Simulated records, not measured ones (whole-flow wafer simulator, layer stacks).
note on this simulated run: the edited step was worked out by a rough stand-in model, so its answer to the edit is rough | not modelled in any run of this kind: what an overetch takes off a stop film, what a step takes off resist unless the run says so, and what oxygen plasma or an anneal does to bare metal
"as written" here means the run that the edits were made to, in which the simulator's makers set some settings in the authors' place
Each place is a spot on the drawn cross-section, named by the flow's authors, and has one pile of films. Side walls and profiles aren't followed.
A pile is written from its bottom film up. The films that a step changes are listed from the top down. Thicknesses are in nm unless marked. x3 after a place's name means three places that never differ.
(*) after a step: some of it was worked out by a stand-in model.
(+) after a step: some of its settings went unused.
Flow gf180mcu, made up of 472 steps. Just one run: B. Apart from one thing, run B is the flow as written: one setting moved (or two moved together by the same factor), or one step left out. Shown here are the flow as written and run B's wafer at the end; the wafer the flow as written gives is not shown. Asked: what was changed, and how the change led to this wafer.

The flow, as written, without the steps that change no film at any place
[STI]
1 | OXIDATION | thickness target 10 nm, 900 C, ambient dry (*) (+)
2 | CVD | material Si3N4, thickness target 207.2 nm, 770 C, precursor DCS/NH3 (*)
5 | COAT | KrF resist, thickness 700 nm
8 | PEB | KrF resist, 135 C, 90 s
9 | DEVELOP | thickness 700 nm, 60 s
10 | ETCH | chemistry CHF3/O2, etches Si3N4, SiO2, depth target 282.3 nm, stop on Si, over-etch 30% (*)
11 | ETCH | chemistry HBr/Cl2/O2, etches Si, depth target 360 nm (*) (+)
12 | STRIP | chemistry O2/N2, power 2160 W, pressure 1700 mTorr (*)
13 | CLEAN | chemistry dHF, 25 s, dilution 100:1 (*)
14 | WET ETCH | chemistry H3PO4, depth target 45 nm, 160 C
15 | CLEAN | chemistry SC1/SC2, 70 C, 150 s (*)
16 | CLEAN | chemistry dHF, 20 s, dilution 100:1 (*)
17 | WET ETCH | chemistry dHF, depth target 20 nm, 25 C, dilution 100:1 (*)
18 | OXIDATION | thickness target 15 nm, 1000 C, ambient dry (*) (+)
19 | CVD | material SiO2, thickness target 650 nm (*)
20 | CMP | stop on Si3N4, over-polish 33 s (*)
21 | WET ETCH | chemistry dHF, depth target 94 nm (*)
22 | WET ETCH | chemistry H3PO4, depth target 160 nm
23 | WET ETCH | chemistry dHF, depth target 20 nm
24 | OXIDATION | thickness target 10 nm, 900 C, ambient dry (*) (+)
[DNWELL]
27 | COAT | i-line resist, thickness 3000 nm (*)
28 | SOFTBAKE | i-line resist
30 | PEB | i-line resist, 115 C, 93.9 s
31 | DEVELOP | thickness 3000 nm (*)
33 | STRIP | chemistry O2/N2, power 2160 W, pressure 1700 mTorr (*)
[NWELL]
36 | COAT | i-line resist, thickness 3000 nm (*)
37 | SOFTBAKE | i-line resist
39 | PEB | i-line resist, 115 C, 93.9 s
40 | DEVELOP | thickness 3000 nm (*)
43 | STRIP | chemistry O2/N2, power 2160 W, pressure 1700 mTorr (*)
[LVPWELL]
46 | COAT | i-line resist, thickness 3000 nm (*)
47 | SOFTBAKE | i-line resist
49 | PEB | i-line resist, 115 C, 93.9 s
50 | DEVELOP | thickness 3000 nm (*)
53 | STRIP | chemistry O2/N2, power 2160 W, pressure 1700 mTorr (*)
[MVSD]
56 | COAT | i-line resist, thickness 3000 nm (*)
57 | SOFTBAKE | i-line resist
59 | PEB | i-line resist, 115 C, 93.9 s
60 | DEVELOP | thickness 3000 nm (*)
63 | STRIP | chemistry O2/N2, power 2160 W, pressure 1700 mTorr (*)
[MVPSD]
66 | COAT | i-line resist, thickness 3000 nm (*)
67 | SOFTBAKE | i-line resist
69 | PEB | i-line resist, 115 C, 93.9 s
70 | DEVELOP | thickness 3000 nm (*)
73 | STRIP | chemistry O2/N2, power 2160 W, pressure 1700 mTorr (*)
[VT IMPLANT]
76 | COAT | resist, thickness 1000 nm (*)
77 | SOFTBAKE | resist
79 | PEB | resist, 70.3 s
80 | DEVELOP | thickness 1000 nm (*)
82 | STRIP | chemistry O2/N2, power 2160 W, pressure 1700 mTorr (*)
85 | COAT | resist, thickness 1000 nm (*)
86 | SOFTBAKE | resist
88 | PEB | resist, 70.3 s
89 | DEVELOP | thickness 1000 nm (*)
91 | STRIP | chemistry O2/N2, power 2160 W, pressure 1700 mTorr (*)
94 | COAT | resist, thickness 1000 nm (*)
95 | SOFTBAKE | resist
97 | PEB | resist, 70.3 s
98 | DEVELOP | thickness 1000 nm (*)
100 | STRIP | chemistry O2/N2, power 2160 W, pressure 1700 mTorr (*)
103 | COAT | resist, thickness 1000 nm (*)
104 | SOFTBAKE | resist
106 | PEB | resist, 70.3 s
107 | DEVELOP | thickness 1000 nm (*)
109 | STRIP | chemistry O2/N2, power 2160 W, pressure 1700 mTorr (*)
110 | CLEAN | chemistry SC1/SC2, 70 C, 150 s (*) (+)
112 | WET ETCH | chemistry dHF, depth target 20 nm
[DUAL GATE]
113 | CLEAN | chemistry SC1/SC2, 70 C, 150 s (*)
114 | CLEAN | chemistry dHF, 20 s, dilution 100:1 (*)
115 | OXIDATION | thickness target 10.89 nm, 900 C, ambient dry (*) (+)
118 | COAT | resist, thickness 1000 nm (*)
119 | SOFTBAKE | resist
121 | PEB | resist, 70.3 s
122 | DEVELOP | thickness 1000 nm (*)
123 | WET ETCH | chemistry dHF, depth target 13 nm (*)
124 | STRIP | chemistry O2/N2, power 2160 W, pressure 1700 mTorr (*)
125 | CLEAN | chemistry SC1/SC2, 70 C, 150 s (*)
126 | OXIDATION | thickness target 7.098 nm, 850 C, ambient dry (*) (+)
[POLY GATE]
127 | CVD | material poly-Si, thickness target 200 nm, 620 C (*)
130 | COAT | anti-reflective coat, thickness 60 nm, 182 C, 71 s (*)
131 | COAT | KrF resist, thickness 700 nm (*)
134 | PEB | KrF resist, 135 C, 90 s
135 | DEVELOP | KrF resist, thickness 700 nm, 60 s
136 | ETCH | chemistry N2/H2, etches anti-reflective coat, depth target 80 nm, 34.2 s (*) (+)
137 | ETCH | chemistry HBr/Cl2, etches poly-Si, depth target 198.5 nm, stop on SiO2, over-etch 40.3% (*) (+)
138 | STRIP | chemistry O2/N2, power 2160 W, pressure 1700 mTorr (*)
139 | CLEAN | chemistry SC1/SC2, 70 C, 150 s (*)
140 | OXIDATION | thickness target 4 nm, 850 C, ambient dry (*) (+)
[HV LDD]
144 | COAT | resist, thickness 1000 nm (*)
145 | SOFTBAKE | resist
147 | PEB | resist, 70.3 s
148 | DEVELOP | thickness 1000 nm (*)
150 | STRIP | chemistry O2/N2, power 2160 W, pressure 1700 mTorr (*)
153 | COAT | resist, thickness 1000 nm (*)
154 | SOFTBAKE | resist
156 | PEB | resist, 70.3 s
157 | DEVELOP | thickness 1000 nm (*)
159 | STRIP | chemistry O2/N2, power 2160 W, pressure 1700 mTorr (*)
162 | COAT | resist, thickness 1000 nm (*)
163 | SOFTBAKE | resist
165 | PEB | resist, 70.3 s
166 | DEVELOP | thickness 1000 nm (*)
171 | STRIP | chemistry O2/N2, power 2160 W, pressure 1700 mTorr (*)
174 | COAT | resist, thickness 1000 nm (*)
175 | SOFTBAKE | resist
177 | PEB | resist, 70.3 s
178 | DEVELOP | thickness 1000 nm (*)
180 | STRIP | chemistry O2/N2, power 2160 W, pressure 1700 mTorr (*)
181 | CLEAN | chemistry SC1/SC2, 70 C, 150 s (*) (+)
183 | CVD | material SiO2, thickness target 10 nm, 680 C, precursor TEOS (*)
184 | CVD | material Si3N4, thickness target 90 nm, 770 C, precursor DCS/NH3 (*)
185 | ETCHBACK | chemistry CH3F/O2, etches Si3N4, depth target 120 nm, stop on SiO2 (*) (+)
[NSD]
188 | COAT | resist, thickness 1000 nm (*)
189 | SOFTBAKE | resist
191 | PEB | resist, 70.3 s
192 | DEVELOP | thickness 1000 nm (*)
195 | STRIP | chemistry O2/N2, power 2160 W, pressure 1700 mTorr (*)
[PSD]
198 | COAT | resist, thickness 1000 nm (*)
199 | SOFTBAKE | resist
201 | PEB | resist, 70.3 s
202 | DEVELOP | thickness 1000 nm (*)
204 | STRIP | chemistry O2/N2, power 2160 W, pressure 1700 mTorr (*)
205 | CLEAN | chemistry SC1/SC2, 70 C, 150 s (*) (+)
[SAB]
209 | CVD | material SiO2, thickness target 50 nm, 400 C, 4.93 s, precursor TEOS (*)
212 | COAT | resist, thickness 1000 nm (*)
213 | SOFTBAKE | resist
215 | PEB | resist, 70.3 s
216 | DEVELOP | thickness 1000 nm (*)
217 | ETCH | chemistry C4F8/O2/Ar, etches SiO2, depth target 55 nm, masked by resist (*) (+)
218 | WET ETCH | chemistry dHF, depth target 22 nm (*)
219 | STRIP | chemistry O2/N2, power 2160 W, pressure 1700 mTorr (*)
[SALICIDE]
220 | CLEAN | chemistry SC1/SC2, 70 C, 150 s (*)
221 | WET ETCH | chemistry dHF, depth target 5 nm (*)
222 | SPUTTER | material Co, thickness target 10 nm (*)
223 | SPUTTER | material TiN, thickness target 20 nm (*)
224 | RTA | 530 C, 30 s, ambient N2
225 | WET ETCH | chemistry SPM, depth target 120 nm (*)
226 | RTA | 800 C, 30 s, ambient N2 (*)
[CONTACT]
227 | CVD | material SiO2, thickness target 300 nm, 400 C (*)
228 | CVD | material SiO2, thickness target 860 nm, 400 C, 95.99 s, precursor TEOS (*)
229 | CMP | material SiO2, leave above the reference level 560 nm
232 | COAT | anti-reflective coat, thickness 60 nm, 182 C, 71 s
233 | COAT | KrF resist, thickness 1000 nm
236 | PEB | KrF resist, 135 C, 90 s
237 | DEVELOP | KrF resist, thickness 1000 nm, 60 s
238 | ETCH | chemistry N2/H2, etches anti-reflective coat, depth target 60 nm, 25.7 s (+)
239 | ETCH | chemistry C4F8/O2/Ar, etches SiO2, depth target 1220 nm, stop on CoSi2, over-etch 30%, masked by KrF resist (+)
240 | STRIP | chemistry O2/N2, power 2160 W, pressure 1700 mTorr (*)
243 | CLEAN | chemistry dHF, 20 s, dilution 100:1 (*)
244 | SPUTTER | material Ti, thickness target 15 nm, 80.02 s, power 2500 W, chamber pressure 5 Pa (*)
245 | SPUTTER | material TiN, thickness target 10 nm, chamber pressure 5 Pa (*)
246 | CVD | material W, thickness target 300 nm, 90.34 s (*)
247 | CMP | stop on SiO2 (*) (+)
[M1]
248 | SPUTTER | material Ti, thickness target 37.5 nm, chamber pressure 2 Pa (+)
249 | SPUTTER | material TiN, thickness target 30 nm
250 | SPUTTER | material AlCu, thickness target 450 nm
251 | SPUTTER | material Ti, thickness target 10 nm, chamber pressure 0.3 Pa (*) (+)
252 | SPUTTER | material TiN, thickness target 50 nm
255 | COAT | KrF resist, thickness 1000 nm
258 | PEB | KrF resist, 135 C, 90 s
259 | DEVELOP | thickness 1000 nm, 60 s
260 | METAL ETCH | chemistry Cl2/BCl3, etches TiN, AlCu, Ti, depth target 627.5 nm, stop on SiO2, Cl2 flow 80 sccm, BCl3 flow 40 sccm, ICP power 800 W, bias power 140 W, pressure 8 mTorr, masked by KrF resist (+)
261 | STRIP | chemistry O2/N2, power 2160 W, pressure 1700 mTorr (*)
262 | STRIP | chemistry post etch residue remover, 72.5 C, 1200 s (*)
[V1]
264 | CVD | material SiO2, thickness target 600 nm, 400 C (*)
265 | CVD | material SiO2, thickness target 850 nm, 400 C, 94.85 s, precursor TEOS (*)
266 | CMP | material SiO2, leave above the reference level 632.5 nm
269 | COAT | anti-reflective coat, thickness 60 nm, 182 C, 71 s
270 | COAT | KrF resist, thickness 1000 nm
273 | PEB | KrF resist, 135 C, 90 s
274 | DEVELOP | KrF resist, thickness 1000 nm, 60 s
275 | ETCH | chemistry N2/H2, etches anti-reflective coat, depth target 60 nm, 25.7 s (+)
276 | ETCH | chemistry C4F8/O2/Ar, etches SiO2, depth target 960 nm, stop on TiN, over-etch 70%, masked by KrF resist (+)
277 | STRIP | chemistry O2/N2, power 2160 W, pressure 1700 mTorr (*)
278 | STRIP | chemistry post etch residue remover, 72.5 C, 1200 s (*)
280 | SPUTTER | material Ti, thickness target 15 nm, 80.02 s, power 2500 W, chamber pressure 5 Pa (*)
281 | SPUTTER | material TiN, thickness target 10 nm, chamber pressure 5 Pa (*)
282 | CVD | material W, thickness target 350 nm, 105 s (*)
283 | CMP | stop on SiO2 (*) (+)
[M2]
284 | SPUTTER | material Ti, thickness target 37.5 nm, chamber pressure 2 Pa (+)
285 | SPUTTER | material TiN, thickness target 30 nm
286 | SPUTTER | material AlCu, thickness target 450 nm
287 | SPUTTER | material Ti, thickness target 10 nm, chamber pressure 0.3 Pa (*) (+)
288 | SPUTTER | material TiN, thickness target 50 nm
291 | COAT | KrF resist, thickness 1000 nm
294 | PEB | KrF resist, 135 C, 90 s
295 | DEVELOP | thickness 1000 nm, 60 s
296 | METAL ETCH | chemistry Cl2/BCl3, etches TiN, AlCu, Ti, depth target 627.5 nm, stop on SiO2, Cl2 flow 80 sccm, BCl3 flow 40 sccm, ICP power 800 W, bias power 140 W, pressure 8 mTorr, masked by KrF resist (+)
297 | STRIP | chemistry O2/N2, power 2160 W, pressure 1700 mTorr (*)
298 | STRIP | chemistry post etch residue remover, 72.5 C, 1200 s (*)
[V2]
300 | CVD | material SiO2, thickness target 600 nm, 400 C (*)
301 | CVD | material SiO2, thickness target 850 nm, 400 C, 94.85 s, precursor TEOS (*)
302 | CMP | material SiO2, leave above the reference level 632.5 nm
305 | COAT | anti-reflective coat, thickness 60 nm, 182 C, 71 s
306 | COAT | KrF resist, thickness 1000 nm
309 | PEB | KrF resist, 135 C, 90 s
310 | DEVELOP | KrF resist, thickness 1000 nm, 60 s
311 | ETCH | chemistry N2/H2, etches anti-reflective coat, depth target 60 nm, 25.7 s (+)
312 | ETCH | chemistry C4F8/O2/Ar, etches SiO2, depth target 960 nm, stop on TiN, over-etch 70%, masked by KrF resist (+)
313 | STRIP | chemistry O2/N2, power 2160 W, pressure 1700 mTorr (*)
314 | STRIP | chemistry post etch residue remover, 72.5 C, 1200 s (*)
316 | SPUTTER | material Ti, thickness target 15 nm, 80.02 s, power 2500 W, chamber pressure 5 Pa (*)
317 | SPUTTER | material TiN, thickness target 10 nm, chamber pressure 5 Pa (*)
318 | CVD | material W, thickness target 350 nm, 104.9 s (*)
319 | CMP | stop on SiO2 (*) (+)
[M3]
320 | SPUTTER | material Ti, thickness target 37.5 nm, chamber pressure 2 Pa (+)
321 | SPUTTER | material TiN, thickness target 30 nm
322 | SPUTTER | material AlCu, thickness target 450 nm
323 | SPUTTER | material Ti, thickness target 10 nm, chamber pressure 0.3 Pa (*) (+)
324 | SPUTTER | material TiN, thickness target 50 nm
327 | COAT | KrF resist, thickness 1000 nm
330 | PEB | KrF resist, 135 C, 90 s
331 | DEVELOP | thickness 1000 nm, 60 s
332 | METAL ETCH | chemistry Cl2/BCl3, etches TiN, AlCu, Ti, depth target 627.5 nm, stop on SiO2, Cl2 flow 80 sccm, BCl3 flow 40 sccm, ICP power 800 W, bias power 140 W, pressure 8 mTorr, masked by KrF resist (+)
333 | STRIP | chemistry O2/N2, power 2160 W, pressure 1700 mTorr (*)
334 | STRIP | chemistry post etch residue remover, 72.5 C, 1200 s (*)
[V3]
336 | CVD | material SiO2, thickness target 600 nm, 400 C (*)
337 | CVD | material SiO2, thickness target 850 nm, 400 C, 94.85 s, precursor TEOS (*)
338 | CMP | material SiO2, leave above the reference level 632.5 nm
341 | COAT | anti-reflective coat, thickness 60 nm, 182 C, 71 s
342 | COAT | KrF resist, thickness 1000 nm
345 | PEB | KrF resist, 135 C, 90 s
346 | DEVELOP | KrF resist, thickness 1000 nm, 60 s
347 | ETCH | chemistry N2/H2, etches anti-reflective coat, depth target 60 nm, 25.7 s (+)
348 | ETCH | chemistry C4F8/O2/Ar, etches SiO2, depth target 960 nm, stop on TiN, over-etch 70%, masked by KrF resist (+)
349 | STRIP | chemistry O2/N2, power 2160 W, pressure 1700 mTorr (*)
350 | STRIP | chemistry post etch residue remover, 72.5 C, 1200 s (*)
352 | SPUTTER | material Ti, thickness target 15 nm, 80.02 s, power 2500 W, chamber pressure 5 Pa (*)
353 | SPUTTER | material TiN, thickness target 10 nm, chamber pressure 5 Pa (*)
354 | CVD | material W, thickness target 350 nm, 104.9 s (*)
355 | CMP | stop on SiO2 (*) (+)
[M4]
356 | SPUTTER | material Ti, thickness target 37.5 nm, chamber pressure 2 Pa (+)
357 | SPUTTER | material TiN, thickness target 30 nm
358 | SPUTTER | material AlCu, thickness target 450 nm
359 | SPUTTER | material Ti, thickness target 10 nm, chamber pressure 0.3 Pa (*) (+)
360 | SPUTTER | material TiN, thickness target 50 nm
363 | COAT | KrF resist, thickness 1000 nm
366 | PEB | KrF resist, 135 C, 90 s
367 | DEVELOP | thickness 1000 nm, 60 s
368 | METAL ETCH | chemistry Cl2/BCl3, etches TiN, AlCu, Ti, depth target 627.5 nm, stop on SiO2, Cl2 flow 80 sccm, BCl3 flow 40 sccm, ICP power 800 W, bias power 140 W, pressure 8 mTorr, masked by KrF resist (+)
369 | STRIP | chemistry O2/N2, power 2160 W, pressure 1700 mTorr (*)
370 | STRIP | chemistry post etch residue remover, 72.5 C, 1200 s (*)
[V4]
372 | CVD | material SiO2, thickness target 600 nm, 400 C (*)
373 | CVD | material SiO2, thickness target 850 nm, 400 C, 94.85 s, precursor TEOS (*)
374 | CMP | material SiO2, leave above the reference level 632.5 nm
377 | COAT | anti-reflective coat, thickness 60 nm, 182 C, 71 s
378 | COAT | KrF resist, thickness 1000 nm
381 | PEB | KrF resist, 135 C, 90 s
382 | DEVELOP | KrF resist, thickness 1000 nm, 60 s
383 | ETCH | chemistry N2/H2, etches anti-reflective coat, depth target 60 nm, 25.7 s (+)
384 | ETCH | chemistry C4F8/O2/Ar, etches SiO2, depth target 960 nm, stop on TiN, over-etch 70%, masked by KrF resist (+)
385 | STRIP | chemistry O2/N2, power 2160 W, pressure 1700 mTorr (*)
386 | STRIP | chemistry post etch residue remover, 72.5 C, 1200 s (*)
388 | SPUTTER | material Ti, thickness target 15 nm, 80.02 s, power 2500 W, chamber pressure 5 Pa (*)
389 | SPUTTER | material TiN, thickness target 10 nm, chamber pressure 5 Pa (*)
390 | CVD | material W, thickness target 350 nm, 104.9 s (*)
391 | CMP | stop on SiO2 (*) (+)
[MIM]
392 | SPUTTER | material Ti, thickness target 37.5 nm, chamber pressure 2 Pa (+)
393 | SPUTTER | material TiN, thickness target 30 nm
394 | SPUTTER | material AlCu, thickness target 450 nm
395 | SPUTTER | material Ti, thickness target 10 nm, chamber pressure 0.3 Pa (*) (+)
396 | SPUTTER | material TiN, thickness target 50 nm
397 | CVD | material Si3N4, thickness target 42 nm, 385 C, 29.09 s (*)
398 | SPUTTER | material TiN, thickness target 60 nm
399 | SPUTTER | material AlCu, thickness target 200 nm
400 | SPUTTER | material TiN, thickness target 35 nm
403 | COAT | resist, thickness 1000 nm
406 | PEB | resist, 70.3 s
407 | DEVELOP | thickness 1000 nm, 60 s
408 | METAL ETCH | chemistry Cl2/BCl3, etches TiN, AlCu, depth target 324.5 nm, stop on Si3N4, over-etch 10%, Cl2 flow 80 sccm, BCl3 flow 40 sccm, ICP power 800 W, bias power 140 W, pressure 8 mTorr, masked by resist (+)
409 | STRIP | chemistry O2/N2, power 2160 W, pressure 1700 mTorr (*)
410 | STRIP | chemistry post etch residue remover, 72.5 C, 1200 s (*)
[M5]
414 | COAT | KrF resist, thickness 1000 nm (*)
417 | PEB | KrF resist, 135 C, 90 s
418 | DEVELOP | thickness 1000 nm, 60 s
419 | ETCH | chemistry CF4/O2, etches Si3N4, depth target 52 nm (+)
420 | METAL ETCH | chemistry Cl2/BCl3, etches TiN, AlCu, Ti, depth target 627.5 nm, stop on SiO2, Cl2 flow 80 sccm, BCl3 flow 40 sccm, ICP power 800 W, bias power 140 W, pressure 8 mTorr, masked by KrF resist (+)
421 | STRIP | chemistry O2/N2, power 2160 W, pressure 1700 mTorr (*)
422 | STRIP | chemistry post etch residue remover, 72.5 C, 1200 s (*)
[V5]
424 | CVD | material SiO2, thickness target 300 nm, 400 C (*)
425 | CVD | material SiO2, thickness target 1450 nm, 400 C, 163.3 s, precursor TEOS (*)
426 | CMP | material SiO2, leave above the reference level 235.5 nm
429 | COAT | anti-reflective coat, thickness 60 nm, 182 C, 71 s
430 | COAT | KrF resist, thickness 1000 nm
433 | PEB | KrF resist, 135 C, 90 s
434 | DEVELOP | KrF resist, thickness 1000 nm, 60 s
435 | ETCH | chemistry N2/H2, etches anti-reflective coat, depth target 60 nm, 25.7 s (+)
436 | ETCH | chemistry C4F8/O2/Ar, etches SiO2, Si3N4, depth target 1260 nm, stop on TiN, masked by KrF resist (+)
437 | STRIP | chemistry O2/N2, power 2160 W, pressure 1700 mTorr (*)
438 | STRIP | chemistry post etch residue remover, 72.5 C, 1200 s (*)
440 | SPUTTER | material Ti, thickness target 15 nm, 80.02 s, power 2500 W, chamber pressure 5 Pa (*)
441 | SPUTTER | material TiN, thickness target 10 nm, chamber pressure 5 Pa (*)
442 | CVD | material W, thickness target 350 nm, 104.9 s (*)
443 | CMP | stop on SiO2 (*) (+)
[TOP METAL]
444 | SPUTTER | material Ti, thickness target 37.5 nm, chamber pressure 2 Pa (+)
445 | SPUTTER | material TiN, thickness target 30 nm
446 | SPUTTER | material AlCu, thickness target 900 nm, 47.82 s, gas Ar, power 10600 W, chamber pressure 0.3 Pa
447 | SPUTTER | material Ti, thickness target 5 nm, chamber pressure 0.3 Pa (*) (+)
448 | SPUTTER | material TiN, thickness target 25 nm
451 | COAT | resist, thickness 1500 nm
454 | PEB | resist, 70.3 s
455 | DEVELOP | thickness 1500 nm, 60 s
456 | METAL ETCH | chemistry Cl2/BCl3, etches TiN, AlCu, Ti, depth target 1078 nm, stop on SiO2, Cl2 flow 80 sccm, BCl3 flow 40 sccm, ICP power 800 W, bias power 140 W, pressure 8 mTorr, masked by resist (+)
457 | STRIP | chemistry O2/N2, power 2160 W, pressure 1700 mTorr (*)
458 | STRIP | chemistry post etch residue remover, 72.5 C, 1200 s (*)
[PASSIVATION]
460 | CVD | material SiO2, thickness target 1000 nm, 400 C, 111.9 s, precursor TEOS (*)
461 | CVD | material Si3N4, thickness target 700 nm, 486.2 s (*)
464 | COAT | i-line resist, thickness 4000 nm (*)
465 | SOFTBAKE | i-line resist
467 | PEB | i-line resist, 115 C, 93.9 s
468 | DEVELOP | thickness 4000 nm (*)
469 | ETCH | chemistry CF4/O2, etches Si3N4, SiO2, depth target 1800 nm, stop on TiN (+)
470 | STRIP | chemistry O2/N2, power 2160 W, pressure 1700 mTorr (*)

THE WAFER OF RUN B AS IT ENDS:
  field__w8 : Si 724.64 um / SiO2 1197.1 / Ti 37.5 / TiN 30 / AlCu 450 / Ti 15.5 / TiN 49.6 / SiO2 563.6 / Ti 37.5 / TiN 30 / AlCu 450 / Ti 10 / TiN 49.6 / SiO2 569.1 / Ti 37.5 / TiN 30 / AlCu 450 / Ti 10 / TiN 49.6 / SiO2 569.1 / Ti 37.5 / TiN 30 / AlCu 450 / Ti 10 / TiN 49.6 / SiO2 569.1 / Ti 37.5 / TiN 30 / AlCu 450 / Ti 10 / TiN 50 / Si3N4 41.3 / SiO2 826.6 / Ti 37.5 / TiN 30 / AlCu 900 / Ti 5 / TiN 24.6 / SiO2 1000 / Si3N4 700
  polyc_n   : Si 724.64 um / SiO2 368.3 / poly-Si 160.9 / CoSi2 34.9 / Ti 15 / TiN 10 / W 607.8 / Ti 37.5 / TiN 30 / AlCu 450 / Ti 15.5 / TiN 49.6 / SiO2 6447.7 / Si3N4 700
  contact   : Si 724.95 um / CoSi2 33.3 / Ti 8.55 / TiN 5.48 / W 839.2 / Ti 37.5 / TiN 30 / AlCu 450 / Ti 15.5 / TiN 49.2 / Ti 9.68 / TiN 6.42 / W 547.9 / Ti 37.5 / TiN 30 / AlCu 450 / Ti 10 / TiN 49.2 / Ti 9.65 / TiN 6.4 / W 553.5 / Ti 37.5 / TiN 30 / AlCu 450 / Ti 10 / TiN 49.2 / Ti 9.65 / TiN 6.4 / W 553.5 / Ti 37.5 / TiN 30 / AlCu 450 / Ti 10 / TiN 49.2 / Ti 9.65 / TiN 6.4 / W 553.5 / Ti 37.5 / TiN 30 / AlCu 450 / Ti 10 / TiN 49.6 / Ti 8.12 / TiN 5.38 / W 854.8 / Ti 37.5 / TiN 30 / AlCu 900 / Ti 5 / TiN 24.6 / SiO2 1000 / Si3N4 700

What caused this: step 251, SPUTTER: thickness target 15.5 nm was run, whereas the flow has thickness target 10 nm.
The wafer itself shows it: field__w8 has Ti 15.5, and step 251 as written asks for 10 nm.

How this came from the change, step by step:
  251 | SPUTTER | material Ti, thickness target 10 nm, chamber pressure 0.3 Pa (*) (+)
      field, field__w1, field__w2 and 108 more: Ti gains 15.5 (new film) (it would be, as written: Ti gains 10 (new film))
  260 | METAL ETCH | chemistry Cl2/BCl3, etches TiN, AlCu, Ti, depth target 627.5 nm, stop on SiO2, Cl2 flow 80 sccm, BCl3 flow 40 sccm, ICP power 800 W, bias power 140 W, pressure 8 mTorr, masked by KrF resist (+)
      field, field__w1, field__w2 and 99 more: TiN loses 50 (all of it), Ti loses 15.5 (all of it), AlCu loses 450 (all of it), TiN loses 30 (all of it), Ti loses 37.5 (all of it) (it would be, as written: TiN loses 50 (all of it), Ti loses 10 (all of it), AlCu loses 450 (all of it), TiN loses 30 (all of it), Ti loses 37.5 (all of it))
